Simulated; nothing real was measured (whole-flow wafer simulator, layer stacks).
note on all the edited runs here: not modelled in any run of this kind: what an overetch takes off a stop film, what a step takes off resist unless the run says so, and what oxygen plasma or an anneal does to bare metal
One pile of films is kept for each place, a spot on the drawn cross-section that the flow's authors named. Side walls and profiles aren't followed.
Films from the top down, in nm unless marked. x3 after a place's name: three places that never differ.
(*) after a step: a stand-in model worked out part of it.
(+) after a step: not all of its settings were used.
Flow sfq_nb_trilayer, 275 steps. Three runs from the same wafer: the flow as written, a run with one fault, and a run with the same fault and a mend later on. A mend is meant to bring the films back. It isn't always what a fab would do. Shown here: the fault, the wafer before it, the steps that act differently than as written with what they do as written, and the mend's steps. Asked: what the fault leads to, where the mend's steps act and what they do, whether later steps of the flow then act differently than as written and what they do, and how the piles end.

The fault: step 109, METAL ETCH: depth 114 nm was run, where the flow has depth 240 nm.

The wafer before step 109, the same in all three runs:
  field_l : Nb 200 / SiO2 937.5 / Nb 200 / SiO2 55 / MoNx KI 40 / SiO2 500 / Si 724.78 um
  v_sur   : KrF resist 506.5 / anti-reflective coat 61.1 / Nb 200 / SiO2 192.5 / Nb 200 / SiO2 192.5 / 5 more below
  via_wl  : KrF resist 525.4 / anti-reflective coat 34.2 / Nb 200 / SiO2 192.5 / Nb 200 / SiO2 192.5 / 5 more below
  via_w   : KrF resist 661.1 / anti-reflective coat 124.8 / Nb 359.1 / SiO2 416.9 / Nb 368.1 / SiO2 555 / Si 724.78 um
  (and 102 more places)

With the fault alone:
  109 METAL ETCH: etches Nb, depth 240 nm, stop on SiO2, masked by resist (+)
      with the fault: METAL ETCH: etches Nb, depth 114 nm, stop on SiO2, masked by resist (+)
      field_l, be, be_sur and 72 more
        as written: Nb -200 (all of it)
        with the fault: Nb -114
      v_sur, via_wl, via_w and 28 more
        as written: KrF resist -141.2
        with the fault: KrF resist -67.1
  Later steps of the flow that act differently than as written:
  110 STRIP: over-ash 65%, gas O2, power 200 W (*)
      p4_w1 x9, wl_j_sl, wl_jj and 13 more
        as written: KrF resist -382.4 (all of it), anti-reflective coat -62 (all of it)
        with the fault: KrF resist -456.5 (all of it), anti-reflective coat -62 (all of it)
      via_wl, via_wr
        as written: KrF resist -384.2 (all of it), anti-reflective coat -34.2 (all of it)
        with the fault: KrF resist -458.3 (all of it), anti-reflective coat -34.2 (all of it)
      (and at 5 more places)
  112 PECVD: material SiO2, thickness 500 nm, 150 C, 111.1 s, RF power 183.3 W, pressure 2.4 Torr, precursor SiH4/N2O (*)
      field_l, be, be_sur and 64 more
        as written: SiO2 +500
        with the fault: SiO2 +500 (new film)
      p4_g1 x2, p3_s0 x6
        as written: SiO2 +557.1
        with the fault: SiO2 +500 (new film)
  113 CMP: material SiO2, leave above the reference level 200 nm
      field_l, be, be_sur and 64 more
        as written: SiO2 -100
        with the fault: SiO2 -186
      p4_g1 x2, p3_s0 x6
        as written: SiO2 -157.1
        with the fault: SiO2 -186
  At the end the piles differ from the flow's by more than 2% or 0.5 nm, whichever is larger, at field_l, be, be_sur and 72 more.
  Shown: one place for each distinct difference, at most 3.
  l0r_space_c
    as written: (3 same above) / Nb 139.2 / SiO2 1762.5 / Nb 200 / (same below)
    with the fault: (3 same above) / Nb 139.2 / SiO2 699 / Nb 86 / SiO2 977.5 / Nb 200 / (same below)
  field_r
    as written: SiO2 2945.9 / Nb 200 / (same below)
    with the fault: SiO2 1882.4 / Nb 86 / SiO2 977.5 / Nb 200 / (same below)
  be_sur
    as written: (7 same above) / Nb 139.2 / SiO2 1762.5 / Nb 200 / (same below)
    with the fault: (7 same above) / Nb 139.2 / SiO2 699 / Nb 86 / SiO2 977.5 / Nb 200 / (same below)

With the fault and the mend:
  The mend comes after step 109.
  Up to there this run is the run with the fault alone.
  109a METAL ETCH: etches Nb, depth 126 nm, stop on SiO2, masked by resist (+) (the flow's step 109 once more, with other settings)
      field_l, be, be_sur and 72 more
        Nb -86 (all of it)
      v_sur, via_wl, via_w and 28 more
        KrF resist -74.1
  No later step of the flow acts differently than as written at any place that is followed.
  At the end the piles are the same as the flow's at every place that both follow.
